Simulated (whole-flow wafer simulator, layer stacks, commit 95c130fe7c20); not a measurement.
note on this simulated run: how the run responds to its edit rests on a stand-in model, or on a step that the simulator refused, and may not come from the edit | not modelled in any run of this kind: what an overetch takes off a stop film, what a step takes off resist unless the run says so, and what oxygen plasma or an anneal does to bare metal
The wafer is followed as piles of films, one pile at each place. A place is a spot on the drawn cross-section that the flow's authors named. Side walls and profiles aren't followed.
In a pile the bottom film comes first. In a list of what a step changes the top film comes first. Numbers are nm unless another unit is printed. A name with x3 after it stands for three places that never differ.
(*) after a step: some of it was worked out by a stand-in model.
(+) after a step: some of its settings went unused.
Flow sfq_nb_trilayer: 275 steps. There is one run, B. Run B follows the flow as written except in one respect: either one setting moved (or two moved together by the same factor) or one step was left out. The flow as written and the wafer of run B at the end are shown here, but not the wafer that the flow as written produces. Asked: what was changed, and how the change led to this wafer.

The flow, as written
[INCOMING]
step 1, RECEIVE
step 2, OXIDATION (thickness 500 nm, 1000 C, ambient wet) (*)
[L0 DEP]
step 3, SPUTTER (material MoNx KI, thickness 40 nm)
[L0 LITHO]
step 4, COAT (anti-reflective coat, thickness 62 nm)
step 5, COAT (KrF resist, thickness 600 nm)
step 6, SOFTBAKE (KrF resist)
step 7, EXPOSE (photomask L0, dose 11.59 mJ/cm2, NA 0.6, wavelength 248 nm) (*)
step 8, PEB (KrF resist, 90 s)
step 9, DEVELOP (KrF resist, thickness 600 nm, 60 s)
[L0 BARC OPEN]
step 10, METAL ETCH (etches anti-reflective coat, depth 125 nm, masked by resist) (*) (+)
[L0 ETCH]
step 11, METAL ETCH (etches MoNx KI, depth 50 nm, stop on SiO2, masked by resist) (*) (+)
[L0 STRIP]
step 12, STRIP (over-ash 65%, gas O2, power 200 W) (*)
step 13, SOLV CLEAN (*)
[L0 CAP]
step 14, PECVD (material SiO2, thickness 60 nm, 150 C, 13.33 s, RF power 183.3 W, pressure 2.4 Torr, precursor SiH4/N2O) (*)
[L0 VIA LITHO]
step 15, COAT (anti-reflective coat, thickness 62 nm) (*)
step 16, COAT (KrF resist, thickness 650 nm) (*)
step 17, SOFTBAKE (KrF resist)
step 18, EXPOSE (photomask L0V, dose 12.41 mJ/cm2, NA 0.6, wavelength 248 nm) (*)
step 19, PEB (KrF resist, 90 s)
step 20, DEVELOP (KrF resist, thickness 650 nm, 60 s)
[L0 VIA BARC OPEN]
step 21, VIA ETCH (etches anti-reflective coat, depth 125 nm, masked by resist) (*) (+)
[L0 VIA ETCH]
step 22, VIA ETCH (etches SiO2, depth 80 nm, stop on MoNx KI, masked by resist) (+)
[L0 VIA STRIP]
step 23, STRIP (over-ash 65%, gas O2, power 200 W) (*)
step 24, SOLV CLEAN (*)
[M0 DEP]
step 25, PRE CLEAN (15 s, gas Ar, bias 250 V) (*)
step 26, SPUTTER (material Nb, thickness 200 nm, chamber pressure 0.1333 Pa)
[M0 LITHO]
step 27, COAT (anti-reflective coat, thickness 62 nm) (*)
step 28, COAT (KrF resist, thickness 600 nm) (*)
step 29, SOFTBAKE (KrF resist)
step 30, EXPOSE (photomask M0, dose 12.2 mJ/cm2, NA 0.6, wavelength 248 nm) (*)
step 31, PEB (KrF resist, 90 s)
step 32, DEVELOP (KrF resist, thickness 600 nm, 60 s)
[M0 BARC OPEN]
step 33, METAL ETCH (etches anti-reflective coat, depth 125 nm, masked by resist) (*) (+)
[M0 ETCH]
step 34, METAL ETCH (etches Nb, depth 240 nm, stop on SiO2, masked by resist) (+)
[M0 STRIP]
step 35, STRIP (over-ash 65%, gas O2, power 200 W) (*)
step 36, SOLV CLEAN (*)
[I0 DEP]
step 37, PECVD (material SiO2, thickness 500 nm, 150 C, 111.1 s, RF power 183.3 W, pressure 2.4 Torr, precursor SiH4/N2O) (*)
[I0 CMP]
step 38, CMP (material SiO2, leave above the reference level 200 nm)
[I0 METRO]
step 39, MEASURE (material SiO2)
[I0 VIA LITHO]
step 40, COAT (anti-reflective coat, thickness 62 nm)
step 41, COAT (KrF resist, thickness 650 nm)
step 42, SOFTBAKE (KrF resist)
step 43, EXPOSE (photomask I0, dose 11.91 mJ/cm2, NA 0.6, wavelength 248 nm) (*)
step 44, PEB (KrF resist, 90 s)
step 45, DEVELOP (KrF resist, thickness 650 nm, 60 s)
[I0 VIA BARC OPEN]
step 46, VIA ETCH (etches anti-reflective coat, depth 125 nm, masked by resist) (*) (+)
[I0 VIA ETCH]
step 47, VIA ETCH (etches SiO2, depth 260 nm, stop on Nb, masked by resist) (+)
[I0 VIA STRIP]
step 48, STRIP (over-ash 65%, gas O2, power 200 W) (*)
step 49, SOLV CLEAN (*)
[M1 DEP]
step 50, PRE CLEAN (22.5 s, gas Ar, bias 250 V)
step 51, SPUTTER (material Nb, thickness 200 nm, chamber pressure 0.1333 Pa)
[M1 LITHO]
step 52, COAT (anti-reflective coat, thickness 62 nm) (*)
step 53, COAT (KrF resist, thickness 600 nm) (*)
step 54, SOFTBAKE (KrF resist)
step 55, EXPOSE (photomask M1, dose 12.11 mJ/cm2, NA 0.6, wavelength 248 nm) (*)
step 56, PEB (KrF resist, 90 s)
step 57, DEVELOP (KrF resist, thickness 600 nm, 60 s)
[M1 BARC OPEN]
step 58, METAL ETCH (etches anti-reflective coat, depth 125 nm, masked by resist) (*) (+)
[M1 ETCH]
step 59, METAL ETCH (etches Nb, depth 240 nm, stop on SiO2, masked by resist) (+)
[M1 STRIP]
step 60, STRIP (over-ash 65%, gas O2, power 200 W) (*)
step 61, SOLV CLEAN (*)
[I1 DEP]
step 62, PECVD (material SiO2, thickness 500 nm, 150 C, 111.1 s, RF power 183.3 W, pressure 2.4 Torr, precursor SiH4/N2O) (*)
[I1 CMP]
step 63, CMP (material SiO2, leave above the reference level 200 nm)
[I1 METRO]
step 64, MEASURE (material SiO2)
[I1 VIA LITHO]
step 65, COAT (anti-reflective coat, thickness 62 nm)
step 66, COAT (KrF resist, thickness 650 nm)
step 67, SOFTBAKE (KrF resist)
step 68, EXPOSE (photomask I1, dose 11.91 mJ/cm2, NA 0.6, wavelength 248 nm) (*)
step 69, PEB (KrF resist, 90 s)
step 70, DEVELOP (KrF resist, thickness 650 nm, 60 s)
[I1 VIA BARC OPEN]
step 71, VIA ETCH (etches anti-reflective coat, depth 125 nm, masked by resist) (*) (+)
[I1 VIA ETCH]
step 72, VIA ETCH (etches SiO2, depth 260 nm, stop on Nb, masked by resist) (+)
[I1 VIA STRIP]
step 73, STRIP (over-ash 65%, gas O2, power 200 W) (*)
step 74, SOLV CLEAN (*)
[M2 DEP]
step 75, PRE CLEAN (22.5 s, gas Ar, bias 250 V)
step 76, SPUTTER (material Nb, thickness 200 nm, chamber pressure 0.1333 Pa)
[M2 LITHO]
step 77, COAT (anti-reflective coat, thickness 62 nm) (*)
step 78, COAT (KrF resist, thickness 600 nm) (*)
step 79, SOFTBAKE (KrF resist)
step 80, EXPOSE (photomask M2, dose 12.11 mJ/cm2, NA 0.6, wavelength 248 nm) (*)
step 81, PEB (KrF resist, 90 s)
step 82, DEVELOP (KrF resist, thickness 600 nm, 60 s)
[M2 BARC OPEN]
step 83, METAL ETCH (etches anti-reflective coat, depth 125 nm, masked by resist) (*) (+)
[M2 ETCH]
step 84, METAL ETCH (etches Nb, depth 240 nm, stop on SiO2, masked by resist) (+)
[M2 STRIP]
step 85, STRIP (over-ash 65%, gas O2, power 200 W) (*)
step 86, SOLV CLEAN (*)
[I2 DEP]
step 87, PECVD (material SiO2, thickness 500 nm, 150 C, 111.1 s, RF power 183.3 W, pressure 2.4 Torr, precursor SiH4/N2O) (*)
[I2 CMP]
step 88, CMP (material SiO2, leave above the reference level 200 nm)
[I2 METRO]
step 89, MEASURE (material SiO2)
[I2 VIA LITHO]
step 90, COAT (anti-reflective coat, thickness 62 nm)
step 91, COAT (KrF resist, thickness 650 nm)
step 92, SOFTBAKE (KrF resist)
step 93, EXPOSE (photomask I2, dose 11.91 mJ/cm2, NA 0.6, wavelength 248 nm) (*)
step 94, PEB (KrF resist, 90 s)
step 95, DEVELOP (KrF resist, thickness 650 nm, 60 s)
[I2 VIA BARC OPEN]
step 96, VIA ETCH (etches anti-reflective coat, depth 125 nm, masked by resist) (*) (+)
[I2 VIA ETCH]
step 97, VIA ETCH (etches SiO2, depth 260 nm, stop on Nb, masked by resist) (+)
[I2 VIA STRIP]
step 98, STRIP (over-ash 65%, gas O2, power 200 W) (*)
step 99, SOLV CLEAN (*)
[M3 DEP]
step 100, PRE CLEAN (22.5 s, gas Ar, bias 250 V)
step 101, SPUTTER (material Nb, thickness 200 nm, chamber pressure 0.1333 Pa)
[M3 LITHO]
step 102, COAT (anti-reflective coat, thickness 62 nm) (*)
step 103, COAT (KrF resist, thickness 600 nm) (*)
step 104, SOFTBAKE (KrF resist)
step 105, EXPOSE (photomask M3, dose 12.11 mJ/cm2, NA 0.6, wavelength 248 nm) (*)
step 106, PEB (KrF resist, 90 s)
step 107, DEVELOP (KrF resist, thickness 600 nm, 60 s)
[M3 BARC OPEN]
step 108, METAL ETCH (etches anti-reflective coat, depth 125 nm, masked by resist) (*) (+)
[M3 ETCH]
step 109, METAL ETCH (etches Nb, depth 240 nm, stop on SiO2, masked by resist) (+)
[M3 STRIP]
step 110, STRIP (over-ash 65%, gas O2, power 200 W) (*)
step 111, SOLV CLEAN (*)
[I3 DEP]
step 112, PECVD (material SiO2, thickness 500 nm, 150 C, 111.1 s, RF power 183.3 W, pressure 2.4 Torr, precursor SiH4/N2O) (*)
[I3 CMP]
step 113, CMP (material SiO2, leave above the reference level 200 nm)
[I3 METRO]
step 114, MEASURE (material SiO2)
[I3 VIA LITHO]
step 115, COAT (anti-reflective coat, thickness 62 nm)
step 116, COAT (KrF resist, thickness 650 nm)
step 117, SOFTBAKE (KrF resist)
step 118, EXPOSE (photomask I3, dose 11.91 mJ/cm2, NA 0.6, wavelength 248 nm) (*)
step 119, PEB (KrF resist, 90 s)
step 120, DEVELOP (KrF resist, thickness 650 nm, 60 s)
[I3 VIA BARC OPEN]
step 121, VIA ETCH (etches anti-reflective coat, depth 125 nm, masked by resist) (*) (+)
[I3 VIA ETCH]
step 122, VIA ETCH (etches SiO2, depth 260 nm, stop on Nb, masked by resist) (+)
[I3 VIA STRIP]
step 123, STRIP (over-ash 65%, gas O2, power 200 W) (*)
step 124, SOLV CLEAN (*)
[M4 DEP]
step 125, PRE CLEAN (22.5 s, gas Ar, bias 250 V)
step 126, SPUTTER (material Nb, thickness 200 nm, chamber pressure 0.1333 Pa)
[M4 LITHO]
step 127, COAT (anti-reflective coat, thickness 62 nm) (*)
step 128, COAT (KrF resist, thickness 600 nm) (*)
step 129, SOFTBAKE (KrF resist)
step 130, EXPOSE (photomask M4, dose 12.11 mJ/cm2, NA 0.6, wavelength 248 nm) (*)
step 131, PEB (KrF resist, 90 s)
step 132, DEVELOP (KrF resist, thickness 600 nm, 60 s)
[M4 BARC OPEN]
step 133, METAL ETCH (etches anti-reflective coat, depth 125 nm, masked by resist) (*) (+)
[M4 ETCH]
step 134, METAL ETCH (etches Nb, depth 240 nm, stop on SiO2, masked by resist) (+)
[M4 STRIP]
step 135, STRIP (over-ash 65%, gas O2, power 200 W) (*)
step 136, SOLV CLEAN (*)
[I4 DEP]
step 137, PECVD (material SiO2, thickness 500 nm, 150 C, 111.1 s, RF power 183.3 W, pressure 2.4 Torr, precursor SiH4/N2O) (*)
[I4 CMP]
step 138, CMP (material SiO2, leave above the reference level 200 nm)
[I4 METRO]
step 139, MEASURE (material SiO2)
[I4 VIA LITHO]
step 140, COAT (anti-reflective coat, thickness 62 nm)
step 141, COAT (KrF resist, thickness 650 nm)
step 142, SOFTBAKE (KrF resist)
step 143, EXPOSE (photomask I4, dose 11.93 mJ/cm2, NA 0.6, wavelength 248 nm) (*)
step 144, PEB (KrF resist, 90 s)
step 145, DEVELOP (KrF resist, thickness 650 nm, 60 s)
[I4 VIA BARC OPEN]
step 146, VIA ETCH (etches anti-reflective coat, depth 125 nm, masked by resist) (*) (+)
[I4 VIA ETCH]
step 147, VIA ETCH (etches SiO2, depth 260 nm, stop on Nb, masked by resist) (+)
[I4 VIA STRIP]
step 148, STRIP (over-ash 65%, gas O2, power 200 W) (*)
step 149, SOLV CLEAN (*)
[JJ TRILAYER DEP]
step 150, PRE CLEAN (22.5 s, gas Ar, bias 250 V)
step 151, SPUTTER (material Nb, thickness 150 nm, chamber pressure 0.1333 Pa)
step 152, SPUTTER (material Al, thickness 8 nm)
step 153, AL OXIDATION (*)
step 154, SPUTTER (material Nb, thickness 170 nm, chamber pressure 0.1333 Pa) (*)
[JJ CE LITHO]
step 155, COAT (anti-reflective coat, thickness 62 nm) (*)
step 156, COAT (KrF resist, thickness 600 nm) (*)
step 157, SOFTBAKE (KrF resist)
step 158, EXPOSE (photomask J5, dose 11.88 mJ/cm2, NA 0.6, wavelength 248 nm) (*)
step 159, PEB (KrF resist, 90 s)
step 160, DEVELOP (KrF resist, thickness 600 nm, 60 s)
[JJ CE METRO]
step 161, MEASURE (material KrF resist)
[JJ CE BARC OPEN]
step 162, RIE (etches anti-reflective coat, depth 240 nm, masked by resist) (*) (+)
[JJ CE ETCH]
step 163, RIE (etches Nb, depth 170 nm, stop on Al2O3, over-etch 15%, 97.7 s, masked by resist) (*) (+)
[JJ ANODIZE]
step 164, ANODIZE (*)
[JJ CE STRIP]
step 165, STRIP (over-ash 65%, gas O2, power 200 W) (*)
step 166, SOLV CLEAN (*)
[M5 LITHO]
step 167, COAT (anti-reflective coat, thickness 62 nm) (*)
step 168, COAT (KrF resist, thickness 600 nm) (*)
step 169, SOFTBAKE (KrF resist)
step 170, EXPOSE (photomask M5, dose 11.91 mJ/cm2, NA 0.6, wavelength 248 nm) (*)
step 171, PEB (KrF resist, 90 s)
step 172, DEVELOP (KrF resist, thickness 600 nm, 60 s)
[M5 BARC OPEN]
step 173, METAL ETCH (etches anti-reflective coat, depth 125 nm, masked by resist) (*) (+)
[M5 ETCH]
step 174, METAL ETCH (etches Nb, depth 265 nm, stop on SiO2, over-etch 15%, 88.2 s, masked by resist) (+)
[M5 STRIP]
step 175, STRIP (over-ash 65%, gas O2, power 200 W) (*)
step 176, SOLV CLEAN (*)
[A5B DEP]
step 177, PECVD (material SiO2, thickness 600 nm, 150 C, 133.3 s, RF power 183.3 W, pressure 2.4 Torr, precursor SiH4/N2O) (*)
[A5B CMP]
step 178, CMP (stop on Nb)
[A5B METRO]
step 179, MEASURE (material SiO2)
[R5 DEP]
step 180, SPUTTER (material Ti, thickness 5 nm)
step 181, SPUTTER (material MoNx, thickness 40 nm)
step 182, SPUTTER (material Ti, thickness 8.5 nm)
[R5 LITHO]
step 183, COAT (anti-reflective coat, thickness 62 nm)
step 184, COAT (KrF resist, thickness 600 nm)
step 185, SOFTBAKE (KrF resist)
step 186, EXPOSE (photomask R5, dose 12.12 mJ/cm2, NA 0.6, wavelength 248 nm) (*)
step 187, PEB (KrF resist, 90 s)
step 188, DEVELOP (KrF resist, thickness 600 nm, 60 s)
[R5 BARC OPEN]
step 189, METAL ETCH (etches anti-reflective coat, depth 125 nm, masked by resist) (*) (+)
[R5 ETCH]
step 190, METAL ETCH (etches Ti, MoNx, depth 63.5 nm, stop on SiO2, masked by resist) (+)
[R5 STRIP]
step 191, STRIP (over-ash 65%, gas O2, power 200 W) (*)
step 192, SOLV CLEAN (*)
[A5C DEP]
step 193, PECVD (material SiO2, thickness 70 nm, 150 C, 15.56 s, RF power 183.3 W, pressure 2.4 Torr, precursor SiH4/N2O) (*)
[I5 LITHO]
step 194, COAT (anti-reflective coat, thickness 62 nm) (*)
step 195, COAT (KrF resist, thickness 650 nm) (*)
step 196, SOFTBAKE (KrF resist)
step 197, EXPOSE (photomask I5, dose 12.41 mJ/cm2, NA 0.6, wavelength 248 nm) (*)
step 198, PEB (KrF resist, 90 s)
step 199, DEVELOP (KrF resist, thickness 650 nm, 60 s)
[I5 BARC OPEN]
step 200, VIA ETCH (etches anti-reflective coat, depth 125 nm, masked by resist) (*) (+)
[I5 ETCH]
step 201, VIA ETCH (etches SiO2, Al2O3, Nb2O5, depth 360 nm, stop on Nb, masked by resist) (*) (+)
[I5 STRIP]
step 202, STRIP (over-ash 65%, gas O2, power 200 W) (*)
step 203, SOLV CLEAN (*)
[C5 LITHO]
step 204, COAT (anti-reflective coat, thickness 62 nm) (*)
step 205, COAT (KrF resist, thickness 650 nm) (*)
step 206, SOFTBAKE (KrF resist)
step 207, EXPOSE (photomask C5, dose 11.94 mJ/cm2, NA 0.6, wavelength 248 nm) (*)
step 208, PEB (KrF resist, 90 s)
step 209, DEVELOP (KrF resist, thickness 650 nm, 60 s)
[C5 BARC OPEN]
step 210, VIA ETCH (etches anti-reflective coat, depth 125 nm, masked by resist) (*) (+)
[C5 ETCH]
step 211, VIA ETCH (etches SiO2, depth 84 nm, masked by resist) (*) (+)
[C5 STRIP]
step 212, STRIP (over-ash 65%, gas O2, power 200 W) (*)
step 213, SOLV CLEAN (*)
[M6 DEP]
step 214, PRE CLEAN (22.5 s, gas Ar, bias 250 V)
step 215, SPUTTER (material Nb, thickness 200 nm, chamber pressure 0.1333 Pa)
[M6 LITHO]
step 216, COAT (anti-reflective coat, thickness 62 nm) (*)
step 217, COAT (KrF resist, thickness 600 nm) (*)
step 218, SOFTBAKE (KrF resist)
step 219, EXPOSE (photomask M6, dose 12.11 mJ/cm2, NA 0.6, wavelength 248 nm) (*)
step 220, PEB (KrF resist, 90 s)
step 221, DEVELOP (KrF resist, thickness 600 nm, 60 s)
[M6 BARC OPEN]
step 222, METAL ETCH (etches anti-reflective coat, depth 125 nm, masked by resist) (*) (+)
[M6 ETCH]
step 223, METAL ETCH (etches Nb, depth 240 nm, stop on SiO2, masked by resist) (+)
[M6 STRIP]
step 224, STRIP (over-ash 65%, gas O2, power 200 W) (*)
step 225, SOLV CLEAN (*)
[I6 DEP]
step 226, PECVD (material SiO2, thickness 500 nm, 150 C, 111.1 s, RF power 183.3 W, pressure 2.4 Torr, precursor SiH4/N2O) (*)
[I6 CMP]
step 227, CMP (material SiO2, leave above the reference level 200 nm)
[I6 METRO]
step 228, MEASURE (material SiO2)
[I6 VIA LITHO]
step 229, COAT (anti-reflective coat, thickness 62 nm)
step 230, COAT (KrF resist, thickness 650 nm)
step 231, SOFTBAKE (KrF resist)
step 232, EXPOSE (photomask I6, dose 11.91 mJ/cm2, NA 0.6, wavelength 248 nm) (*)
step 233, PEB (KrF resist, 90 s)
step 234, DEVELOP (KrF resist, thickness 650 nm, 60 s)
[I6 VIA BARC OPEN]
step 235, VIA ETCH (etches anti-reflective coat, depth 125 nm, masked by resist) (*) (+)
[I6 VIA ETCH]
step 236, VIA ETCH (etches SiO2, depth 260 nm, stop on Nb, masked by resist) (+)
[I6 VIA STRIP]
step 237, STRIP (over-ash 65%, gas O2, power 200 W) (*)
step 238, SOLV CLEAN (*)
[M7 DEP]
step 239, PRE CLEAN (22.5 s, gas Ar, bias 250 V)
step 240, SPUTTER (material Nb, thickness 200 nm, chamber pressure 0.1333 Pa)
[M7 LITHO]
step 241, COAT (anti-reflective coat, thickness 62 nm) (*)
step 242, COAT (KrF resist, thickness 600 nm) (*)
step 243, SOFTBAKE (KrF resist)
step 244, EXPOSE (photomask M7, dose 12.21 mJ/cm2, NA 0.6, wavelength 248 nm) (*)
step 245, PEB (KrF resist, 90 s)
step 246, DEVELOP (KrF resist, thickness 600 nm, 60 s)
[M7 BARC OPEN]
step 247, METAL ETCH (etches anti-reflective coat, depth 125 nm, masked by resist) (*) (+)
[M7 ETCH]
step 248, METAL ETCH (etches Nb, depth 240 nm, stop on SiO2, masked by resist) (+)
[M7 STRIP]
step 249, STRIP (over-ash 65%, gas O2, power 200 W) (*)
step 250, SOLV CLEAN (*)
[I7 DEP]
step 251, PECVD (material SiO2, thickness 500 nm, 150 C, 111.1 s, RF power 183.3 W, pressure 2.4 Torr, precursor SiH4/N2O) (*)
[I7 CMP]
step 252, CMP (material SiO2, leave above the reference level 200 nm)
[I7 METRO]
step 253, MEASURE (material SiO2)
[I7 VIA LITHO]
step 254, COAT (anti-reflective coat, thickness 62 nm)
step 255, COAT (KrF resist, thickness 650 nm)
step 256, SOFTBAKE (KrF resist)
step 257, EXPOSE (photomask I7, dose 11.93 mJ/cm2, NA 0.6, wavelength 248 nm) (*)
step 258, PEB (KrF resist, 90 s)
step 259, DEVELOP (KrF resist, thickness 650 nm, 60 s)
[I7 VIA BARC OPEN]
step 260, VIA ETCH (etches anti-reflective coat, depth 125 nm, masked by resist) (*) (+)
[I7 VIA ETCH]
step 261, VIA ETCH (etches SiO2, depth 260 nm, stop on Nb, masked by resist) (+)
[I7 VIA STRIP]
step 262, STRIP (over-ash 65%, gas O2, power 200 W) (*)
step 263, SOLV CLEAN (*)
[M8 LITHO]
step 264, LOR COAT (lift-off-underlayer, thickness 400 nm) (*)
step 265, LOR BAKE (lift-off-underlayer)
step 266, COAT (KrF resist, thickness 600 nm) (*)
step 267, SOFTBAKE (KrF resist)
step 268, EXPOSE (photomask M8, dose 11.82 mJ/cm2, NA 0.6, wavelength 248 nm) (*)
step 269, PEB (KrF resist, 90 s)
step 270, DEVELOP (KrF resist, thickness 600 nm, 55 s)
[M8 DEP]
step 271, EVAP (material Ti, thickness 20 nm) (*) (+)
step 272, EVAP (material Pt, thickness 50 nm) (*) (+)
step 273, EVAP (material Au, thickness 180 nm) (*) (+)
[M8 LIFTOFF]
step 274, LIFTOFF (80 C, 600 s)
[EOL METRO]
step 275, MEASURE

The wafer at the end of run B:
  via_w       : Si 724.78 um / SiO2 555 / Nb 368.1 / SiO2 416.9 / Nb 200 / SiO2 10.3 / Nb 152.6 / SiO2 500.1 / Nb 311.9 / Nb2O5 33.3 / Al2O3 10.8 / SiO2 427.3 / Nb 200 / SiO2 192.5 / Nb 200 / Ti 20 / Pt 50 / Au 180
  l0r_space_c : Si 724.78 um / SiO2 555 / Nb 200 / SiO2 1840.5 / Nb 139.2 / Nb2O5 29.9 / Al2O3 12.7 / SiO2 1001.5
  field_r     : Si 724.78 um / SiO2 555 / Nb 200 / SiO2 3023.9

What caused this: step 88, CMP: leave above the reference level 278 nm was run, whereas the flow has leave above the reference level 200 nm.

The path from the change to this, step by step:
  step 88, CMP (material SiO2, leave above the reference level 200 nm)
      field_l, be, be_sur and 81 more: SiO2 loses 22 (in the flow as written it would be: SiO2 loses 100)
      v_sur, via_wl, via_w and 18 more: SiO2 loses 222 (in the flow as written it would be: SiO2 loses 300)
      (also at 1 further place)
  step 97, VIA ETCH (etches SiO2, depth 260 nm, stop on Nb, masked by resist) (+)
      via_w: SiO2 loses 260 (in the flow as written it would be: SiO2 loses 199.8 (all of it))
  step 100, PRE CLEAN (22.5 s, gas Ar, bias 250 V)
      via_w: SiO2 loses 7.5 (in the flow as written it would be: Nb loses 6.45)
  step 101, SPUTTER (material Nb, thickness 200 nm, chamber pressure 0.1333 Pa)
      via_w: Nb gains 152.6 (new film) (in the flow as written it would be: Nb gains 165.5)
  step 102, COAT (anti-reflective coat, thickness 62 nm) (*)
      via_wl, via_wr: anti-reflective coat gains 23 (new film) (in the flow as written it would be: anti-reflective coat gains 34.2 (new film))
      v_sur: anti-reflective coat gains 55.7 (new film) (in the flow as written it would be: anti-reflective coat gains 61.1 (new film))
      (also at 2 further places)
  step 103, COAT (KrF resist, thickness 600 nm) (*)
      via_w: KrF resist gains 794 (new film) (in the flow as written it would be: KrF resist gains 737.9 (new film))
  step 110, STRIP (over-ash 65%, gas O2, power 200 W) (*)
      v_sur: KrF resist loses 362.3 (all of it), anti-reflective coat loses 55.7 (all of it) (in the flow as written it would be: KrF resist loses 365.3 (all of it), anti-reflective coat loses 61.1 (all of it))
      via_wl: KrF resist loses 383.9 (all of it), anti-reflective coat loses 23 (all of it) (in the flow as written it would be: KrF resist loses 384.2 (all of it), anti-reflective coat loses 34.2 (all of it))
      (also at 3 further places)
  step 112, PECVD (material SiO2, thickness 500 nm, 150 C, 111.1 s, RF power 183.3 W, pressure 2.4 Torr, precursor SiH4/N2O) (*)
      via_w: SiO2 gains 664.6 (new film) (in the flow as written it would be: SiO2 gains 615 (new film))
  step 113, CMP (material SiO2, leave above the reference level 200 nm)
      via_w: SiO2 loses 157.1 (in the flow as written it would be: SiO2 loses 181.6)
If metal films that touch count as one body, via_w has 6 bodies (between them, from the top down: SiO2 192.5; SiO2 427.3 / Al2O3 10.8 / Nb2O5 33.3; SiO2 500.1; SiO2 10.3; SiO2 416.9); the flow as written gives 5 bodies (between them, from the top down: SiO2 192.5; SiO2 427.3 / Al2O3 10.8 / Nb2O5 33.3; SiO2 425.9; SiO2 416.9).
